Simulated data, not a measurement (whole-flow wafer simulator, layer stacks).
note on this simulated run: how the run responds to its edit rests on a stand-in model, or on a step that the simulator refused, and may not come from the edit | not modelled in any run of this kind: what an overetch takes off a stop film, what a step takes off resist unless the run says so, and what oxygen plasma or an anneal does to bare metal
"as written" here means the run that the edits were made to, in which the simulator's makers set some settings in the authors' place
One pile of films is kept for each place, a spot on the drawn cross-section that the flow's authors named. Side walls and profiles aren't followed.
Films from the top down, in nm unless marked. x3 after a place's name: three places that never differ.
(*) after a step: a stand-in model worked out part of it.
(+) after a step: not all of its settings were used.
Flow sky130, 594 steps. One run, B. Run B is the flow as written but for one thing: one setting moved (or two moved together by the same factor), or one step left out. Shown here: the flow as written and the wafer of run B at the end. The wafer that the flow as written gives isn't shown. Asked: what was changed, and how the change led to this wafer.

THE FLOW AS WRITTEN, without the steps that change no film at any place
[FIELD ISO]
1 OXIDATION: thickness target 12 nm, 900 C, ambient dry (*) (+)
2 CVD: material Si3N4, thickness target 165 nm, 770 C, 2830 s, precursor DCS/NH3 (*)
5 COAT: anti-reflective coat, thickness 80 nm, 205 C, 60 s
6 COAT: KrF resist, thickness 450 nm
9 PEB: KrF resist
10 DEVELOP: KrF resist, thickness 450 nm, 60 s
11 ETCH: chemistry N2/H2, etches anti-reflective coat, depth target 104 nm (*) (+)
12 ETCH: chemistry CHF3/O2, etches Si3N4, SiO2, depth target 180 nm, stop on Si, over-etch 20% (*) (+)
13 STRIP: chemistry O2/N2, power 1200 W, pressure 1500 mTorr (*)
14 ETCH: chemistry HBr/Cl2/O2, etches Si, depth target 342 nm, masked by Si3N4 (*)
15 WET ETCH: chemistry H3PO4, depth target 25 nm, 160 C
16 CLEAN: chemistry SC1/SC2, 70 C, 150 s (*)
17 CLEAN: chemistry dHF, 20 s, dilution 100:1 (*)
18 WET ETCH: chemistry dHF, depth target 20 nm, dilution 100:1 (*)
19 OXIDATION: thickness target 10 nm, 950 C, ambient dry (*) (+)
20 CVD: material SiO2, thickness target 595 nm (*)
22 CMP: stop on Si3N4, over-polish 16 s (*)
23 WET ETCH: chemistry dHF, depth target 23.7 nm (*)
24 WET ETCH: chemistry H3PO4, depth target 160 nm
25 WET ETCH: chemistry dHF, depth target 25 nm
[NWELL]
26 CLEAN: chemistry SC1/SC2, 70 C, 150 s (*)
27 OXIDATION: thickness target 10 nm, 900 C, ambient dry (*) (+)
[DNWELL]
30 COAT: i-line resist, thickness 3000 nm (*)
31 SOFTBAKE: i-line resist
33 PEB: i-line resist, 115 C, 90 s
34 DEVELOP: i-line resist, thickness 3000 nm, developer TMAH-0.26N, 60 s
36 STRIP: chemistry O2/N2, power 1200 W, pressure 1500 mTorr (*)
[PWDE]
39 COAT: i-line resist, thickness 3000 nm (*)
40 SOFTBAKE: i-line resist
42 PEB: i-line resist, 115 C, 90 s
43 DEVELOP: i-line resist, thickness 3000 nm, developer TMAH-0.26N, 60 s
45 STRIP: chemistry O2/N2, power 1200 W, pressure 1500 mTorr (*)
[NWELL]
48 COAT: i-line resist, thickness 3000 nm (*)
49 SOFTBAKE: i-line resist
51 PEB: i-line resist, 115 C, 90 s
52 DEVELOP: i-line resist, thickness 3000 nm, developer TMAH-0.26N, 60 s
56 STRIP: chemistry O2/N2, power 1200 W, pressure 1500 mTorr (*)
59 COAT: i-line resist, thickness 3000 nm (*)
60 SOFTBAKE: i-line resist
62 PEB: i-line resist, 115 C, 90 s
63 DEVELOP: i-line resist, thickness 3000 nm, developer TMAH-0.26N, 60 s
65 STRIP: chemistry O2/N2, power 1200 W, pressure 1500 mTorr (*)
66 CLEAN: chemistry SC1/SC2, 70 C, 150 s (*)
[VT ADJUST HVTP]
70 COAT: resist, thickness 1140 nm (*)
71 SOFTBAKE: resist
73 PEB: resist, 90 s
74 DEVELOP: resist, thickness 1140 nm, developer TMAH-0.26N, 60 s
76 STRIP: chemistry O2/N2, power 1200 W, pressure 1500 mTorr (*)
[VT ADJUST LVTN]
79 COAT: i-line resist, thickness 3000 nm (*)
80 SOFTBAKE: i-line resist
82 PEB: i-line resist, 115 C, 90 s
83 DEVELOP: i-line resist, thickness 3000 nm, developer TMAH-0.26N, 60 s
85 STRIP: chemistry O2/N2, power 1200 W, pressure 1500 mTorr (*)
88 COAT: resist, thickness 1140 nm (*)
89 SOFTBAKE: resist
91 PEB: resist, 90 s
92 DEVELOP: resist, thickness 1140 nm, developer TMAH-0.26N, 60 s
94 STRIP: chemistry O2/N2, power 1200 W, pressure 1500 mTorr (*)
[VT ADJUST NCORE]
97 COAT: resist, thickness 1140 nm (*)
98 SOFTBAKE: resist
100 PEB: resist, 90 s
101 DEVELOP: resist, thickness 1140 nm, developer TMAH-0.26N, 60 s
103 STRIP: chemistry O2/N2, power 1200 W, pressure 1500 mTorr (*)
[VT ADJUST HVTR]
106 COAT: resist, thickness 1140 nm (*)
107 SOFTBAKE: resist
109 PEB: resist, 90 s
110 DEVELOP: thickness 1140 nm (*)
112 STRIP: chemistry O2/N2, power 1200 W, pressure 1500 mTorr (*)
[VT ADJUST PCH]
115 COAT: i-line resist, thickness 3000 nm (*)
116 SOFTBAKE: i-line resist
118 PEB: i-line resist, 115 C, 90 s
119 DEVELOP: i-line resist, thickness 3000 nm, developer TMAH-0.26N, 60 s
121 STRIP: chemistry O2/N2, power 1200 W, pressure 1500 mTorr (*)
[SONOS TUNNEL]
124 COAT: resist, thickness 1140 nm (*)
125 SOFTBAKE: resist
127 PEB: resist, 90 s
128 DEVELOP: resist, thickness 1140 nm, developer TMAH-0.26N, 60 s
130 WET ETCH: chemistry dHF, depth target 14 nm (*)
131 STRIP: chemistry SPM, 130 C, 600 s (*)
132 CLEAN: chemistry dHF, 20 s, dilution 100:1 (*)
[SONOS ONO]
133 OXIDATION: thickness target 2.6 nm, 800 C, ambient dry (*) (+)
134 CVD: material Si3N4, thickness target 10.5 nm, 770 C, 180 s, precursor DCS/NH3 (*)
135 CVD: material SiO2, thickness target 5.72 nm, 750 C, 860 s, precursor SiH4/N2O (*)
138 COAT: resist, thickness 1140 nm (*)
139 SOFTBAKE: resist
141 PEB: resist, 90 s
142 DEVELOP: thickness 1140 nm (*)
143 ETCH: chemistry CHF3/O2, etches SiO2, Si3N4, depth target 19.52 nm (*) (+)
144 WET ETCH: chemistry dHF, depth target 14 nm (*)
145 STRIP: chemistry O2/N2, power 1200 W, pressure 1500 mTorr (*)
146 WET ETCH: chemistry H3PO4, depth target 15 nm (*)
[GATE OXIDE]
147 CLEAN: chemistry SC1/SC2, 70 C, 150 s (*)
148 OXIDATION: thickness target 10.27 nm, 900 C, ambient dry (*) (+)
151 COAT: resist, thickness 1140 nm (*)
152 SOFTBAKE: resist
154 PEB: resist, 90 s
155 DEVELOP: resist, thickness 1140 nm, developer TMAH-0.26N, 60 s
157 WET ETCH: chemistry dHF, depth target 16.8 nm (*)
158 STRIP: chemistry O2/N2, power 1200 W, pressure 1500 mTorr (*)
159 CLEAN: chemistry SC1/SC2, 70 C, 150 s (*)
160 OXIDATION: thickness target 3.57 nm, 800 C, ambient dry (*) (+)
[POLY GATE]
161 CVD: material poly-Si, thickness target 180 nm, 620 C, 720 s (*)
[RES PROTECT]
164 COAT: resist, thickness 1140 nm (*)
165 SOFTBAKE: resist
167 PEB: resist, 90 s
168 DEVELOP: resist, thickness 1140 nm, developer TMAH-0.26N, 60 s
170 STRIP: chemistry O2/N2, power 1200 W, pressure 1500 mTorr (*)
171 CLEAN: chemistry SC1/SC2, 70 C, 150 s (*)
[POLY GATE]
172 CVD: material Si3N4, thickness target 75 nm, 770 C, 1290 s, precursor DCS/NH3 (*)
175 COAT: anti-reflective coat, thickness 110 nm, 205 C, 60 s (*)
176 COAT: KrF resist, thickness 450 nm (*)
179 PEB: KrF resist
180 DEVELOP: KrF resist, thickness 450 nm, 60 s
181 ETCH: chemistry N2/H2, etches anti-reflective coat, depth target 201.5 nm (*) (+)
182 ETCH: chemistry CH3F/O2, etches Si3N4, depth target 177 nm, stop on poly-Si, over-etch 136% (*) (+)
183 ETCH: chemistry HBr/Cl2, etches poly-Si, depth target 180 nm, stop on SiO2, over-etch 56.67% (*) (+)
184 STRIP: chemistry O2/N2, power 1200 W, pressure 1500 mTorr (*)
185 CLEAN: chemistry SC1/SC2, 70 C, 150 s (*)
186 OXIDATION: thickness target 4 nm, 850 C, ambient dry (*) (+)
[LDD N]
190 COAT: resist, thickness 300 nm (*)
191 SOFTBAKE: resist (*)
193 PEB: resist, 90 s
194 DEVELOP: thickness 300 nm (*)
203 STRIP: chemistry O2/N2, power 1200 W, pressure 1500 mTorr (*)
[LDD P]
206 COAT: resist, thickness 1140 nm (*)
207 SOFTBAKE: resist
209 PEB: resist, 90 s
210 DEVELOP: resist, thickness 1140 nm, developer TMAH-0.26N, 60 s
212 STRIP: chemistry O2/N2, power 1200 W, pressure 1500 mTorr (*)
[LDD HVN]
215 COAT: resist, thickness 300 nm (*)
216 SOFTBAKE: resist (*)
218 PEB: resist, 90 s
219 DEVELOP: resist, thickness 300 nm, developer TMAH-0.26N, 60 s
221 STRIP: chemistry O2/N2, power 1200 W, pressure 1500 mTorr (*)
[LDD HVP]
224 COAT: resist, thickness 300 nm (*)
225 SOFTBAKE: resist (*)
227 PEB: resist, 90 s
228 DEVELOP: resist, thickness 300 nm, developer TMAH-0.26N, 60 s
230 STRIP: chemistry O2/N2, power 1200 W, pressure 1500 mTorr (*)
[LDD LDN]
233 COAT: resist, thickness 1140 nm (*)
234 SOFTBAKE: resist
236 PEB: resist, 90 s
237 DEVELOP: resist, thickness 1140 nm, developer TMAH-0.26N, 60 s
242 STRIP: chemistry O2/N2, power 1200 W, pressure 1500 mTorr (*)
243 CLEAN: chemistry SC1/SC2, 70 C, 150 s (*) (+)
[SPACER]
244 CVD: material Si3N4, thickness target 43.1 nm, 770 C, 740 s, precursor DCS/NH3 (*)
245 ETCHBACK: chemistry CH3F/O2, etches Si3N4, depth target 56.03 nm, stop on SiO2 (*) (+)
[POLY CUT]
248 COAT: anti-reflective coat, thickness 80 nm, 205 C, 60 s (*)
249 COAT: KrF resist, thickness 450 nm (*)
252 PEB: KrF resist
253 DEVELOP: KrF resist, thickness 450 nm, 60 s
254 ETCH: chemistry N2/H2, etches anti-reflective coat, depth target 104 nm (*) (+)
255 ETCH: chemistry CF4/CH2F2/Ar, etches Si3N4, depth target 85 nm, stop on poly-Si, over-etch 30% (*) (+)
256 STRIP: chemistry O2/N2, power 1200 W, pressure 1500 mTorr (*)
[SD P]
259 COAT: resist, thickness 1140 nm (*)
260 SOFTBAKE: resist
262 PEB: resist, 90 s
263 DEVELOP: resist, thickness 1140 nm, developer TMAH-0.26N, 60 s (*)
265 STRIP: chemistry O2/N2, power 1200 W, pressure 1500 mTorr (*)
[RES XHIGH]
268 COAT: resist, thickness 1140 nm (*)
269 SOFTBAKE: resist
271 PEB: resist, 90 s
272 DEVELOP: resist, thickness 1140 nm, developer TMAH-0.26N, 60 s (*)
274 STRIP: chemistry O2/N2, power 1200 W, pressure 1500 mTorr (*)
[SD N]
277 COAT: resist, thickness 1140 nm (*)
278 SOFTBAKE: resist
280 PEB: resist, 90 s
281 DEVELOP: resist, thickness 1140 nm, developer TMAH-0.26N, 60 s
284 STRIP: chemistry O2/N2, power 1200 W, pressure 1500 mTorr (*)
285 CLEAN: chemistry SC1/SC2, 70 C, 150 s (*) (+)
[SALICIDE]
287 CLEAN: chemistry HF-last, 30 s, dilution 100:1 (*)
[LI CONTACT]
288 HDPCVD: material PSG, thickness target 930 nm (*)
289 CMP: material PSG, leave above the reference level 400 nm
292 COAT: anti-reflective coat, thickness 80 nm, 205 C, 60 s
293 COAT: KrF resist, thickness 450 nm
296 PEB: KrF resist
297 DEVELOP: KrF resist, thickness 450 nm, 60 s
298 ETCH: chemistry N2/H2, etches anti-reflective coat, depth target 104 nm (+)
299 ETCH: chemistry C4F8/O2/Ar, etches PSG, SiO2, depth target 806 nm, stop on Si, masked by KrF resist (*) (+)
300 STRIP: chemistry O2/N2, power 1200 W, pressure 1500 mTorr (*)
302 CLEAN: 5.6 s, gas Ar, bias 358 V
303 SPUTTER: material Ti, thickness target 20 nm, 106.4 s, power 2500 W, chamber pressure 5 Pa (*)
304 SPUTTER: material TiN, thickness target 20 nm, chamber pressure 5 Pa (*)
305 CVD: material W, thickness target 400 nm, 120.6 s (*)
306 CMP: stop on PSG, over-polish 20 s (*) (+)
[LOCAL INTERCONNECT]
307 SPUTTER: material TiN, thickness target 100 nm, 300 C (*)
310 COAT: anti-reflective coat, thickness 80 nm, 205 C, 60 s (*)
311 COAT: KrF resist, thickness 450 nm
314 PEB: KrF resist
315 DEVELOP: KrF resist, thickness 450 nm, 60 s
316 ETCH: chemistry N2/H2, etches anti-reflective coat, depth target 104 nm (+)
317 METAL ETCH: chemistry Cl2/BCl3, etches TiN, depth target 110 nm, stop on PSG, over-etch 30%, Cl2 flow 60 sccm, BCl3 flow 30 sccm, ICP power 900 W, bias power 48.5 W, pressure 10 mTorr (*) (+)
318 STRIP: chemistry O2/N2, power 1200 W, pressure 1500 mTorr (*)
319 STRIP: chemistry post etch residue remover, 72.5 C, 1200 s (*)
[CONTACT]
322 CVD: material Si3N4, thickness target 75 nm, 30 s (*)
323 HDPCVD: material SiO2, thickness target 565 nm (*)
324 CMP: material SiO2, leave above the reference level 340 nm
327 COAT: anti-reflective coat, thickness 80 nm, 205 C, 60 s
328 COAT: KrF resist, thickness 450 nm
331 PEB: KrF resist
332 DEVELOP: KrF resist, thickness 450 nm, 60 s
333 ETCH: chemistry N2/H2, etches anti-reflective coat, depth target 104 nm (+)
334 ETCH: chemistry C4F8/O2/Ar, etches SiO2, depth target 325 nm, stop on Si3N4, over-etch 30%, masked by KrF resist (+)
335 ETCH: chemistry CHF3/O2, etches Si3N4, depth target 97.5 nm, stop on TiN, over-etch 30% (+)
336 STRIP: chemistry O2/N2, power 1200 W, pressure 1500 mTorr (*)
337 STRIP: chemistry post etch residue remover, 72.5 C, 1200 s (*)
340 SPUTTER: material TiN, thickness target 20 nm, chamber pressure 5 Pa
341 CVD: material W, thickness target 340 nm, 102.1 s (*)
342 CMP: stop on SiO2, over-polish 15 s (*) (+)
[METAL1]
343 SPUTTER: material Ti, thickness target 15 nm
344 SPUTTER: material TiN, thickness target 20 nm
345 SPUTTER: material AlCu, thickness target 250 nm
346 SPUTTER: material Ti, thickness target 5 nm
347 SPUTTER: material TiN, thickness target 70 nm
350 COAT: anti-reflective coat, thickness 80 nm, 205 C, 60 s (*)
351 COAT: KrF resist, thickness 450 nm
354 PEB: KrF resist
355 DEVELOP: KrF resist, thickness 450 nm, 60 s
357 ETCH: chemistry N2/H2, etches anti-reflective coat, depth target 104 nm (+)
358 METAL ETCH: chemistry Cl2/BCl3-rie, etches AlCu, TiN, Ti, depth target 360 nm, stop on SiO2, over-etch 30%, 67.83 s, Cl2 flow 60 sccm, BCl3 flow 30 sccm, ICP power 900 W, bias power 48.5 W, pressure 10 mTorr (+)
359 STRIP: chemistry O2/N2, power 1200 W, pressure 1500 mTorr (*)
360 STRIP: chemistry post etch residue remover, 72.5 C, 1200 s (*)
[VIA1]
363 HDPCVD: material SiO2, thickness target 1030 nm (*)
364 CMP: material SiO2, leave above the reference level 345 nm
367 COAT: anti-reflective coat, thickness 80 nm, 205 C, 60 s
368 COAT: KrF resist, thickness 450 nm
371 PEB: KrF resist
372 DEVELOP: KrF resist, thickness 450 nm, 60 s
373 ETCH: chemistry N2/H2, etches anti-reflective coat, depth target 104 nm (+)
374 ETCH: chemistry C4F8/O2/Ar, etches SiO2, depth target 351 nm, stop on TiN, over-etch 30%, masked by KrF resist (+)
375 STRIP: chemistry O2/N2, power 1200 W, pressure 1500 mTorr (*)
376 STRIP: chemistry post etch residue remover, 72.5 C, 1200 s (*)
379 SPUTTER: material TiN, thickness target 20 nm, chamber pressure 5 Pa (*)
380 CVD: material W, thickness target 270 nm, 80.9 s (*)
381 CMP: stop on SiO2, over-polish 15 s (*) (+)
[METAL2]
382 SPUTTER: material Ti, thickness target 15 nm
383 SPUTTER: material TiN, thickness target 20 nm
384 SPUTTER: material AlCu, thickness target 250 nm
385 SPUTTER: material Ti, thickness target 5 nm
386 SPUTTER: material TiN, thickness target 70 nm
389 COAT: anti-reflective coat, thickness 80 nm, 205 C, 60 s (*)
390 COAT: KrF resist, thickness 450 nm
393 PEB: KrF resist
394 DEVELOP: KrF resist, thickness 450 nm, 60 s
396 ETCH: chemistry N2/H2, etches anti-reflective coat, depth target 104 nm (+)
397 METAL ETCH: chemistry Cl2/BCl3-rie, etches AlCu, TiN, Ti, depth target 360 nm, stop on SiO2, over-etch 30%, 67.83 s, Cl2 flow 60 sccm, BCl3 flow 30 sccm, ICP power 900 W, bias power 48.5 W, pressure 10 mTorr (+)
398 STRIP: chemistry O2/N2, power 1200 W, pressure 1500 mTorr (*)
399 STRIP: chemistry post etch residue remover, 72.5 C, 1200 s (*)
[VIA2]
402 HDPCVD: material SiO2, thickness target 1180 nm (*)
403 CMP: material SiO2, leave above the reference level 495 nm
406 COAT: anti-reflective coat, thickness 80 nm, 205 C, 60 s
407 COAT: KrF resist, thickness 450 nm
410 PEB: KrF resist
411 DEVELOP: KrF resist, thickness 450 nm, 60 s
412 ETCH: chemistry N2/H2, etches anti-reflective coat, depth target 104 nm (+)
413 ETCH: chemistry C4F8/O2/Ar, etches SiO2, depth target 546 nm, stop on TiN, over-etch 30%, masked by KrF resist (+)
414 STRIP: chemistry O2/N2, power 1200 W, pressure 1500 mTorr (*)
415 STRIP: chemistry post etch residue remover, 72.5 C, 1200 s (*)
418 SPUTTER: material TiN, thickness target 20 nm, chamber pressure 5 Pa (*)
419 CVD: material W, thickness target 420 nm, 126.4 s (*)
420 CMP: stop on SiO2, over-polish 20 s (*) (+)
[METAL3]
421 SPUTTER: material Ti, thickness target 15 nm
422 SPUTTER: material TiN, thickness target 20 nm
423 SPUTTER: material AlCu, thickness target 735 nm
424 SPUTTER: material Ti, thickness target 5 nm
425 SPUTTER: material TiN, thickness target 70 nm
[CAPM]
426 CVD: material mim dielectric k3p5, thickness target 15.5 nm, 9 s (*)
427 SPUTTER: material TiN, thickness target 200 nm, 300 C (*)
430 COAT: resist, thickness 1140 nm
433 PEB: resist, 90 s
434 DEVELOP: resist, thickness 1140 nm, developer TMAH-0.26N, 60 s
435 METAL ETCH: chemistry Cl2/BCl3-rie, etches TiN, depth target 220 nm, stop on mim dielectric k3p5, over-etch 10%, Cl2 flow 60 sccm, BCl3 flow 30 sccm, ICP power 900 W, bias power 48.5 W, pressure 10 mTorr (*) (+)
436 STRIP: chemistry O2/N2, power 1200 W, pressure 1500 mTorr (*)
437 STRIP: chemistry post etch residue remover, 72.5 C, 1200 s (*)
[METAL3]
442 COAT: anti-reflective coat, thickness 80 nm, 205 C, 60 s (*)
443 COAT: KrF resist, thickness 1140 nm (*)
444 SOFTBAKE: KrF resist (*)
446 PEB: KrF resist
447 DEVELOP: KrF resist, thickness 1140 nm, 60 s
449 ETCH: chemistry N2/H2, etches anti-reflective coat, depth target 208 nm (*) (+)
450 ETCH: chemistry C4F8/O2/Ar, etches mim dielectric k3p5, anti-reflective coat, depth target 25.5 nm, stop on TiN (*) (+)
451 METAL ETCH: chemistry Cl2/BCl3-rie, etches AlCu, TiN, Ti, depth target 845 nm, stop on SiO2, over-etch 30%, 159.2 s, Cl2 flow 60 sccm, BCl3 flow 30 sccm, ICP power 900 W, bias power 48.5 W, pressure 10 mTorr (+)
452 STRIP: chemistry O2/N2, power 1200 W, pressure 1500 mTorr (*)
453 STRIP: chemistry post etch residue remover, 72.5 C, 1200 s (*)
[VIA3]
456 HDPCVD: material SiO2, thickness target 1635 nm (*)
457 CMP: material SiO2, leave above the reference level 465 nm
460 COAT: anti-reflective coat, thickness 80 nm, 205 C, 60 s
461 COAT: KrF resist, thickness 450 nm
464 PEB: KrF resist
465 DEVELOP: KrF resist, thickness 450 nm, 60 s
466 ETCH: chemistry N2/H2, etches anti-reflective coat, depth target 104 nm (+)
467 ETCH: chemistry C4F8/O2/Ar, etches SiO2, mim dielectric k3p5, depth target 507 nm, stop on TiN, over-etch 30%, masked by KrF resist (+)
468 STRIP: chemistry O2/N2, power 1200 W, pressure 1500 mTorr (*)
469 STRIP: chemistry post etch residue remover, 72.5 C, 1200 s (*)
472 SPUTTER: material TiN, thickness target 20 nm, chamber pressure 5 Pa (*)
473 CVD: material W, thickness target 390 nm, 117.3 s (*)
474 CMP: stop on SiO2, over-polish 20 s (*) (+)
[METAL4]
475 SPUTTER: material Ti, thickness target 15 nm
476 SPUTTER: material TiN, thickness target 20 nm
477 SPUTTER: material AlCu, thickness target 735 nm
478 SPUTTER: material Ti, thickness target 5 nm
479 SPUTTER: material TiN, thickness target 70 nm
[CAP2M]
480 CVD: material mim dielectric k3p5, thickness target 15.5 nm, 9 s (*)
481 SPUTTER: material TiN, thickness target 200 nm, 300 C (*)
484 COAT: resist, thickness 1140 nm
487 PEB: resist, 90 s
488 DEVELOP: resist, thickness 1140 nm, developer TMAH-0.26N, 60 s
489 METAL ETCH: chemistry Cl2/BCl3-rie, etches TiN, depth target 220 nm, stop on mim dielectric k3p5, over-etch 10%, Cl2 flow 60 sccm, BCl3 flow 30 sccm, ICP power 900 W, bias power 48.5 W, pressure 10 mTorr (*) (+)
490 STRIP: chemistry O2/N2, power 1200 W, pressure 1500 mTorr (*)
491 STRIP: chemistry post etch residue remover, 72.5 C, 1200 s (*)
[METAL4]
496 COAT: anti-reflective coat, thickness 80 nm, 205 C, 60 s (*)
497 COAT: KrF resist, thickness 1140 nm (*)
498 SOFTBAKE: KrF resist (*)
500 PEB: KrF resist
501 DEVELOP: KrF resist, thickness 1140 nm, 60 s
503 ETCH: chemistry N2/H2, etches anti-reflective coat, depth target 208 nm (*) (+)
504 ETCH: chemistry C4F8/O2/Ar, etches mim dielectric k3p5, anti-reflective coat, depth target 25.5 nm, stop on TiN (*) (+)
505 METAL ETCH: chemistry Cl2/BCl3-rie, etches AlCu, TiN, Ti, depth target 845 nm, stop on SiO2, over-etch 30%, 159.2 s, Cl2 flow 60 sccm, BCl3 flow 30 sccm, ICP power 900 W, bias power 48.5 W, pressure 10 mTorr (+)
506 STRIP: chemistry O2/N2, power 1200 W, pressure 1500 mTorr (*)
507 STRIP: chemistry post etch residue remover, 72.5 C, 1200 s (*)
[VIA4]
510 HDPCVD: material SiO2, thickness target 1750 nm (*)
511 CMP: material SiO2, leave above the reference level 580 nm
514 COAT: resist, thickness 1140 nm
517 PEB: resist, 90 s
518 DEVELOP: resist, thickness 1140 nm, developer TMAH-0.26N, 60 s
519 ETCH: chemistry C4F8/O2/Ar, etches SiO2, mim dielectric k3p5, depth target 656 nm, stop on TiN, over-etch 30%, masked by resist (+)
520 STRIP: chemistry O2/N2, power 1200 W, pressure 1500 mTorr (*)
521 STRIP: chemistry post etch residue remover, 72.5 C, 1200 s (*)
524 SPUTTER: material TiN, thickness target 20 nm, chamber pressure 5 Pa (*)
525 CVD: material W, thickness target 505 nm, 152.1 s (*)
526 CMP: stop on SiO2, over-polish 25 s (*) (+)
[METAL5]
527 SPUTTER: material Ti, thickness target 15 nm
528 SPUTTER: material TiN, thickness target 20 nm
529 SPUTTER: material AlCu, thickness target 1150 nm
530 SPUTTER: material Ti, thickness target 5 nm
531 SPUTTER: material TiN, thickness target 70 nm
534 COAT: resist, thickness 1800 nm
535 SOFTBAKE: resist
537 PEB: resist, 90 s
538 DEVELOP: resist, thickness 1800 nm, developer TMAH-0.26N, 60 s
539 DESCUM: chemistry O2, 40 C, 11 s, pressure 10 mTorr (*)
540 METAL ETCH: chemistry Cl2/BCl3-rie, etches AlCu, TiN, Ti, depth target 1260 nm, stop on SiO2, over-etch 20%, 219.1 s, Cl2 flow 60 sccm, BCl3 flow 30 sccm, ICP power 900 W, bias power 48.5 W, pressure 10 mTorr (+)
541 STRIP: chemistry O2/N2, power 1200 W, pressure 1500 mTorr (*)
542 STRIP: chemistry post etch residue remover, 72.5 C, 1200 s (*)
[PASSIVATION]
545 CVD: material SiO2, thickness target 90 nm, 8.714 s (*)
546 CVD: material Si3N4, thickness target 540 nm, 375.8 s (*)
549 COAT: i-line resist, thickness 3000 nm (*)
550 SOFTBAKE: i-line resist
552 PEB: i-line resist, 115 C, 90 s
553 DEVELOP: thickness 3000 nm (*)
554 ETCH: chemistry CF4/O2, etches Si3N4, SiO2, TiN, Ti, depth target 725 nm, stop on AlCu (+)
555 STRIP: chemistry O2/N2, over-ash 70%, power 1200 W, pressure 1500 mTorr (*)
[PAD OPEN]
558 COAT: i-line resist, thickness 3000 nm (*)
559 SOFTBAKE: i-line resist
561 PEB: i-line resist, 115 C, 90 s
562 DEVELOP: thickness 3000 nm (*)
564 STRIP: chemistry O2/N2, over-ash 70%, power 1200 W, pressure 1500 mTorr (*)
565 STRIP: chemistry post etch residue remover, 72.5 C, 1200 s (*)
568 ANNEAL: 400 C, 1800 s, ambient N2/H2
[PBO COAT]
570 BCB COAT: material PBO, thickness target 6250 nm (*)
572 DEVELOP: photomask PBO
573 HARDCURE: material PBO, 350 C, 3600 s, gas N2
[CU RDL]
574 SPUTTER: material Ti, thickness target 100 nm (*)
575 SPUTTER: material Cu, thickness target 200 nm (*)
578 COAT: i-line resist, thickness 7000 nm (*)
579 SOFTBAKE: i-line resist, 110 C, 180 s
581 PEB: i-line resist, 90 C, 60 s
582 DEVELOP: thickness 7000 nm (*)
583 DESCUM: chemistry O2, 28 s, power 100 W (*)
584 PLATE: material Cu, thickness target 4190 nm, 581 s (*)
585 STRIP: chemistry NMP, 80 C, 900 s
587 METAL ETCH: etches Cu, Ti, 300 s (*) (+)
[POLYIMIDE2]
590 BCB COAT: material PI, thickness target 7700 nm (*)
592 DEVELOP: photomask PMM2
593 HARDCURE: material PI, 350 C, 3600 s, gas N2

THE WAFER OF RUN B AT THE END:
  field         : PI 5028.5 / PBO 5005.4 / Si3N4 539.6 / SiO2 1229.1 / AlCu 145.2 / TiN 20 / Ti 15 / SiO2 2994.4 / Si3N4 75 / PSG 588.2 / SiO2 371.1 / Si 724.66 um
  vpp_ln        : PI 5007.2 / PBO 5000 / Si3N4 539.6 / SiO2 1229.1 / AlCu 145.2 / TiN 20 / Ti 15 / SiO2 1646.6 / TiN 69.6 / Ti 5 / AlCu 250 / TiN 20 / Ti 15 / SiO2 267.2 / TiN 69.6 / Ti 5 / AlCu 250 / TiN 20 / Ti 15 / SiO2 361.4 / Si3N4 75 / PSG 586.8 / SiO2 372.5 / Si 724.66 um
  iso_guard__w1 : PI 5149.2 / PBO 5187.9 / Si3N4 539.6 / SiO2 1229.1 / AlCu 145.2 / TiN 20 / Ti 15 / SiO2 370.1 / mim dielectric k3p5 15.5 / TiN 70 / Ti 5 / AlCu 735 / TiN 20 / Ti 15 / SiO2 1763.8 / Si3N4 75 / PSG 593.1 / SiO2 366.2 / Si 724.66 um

The cause: step 505, METAL ETCH: depth target 507 nm was run, where the flow has depth target 845 nm.

How the change led to this, step by step:
  505 METAL ETCH: chemistry Cl2/BCl3-rie, etches AlCu, TiN, Ti, depth target 845 nm, stop on SiO2, over-etch 30%, 159.2 s, Cl2 flow 60 sccm, BCl3 flow 30 sccm, ICP power 900 W, bias power 48.5 W, pressure 10 mTorr (+)
      field, active, gate and 70 more: TiN -70 (all of it), Ti -5 (all of it), AlCu -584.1 (as written it would be: TiN -70 (all of it), Ti -5 (all of it), AlCu -735 (all of it), TiN -20 (all of it), Ti -15 (all of it), SiO2 -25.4)
      vpp_iso1, mim_edge_plate, m1_ln and 12 more: TiN -70 (all of it), Ti -5 (all of it), AlCu -584.1 (as written it would be: TiN -70 (all of it), Ti -5 (all of it), AlCu -735 (all of it), TiN -20 (all of it), Ti -15 (all of it), SiO2 -25.3)
      (and at 105 more places)
  506 STRIP: chemistry O2/N2, power 1200 W, pressure 1500 mTorr (*)
      n_well, p_well, gate_hv and 81 more: KrF resist -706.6 (all of it), anti-reflective coat -80 (all of it) (as written it would be: KrF resist -486.9 (all of it), anti-reflective coat -80 (all of it))
      m1, via3_hole: KrF resist -706.7 (all of it), anti-reflective coat -80.5 (all of it) (as written it would be: KrF resist -487 (all of it), anti-reflective coat -80.5 (all of it))
      (and at 19 more places)
  507 STRIP: chemistry post etch residue remover, 72.5 C, 1200 s (*)
      field, active, gate and 85 more: AlCu -5.72 (as written it would be: nothing)
  510 HDPCVD: material SiO2, thickness target 1750 nm (*)
      field, active, gate and 85 more: SiO2 +1750 (new film) (as written it would be: SiO2 +1750)
  511 CMP: material SiO2, leave above the reference level 580 nm
      field, active, gate and 76 more: SiO2 -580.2 (as written it would be: SiO2 -374.7)
      iso_guard__w1, mim_edge_gap, vpp_l1ln and 6 more: SiO2 -580.2 (as written it would be: SiO2 -374.6)
Counting metal films that touch as one body, field has 1 body; the flow as written gives 0 bodies.
Counting metal films that touch as one body, vpp_ln has 3 bodies (between them, from the top down: SiO2 1646.6; SiO2 267.2); the flow as written gives 2 bodies (between them, from the top down: SiO2 267.2).
Counting metal films that touch as one body, iso_guard__w1 has 2 bodies (between them, from the top down: SiO2 370.1 / mim dielectric k3p5 15.5); the flow as written gives 1 body.
